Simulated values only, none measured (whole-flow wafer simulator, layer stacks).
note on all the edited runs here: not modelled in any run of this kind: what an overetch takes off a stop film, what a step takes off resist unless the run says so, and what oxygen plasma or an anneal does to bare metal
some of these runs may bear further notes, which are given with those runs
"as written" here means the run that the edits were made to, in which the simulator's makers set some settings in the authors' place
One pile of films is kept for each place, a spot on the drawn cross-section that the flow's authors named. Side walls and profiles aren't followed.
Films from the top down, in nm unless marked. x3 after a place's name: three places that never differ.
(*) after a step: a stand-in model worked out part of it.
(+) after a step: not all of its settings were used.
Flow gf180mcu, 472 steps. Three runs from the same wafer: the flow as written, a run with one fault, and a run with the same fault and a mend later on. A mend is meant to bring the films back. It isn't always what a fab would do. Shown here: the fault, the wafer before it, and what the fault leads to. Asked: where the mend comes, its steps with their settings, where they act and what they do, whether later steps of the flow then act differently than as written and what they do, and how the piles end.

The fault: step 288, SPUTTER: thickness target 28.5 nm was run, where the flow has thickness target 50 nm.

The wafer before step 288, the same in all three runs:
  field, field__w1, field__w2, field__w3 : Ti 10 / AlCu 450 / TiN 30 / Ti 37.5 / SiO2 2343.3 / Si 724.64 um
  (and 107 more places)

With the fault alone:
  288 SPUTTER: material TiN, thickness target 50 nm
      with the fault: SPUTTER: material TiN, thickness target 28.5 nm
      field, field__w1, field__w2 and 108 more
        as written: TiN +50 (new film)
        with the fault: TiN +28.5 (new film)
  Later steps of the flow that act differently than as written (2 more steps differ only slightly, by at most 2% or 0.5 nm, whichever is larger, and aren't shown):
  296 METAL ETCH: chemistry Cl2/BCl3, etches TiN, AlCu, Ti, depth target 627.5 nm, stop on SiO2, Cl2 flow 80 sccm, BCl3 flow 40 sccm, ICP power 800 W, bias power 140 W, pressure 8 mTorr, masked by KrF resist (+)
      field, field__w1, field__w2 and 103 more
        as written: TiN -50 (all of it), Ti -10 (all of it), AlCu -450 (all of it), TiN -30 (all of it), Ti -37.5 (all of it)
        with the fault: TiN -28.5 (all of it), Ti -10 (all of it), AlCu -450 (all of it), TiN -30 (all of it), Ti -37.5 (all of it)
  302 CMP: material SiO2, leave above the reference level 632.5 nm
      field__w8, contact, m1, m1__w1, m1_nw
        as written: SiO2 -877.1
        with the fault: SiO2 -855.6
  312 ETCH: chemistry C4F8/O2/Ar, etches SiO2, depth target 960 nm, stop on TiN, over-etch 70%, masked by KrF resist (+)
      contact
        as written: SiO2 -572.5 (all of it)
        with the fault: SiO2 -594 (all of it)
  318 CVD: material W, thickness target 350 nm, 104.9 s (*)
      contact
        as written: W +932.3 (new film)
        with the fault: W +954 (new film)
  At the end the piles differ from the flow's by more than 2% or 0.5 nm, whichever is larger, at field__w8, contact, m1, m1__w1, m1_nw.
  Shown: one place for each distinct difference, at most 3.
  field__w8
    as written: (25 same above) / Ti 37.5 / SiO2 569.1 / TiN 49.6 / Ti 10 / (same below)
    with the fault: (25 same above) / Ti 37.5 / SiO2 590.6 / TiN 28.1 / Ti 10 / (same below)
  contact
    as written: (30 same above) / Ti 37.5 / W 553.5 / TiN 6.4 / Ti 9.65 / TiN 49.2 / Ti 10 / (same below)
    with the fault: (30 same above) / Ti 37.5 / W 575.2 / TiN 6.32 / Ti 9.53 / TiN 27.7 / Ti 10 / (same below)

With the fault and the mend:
  The mend comes after step 295.
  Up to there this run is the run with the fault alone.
  295a STRIP: chemistry O2/N2, power 2160 W, pressure 1700 mTorr (*)
      field__w8, contact, m1, m1__w1, m1_nw
        KrF resist -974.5 (all of it)
  295b SPUTTER: material TiN, thickness target 21.5 nm (the flow's step 288 once more, with other settings)
      field, field__w1, field__w2 and 108 more
        TiN +21.5
  295c HMDS: 120 C, 60 s (the flow's step 290 once more)
      changes no film at any place that is followed
  295d COAT: KrF resist, thickness 1000 nm (the flow's step 291 once more)
      field, field__w1, field__w2 and 108 more
        KrF resist +1000 (new film)
  295e SOFTBAKE: KrF resist (the flow's step 292 once more)
      changes no film at any place that is followed
  295f EXPOSE: photomask Metal2 (the flow's step 293 once more)
      changes no film at any place that is followed
  295g PEB: KrF resist, 135 C, 90 s (the flow's step 294 once more)
      field, field__w1, field__w2 and 108 more
        KrF resist -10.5
  295h DEVELOP: thickness 1000 nm, 60 s (the flow's step 295 once more)
      field, field__w1, field__w2 and 103 more
        KrF resist -989.5 (all of it)
      field__w8, contact, m1, m1__w1, m1_nw
        KrF resist -14.9
  No later step of the flow acts differently than as written at any place that is followed.
  At the end the piles are the same as the flow's at every place that both follow.
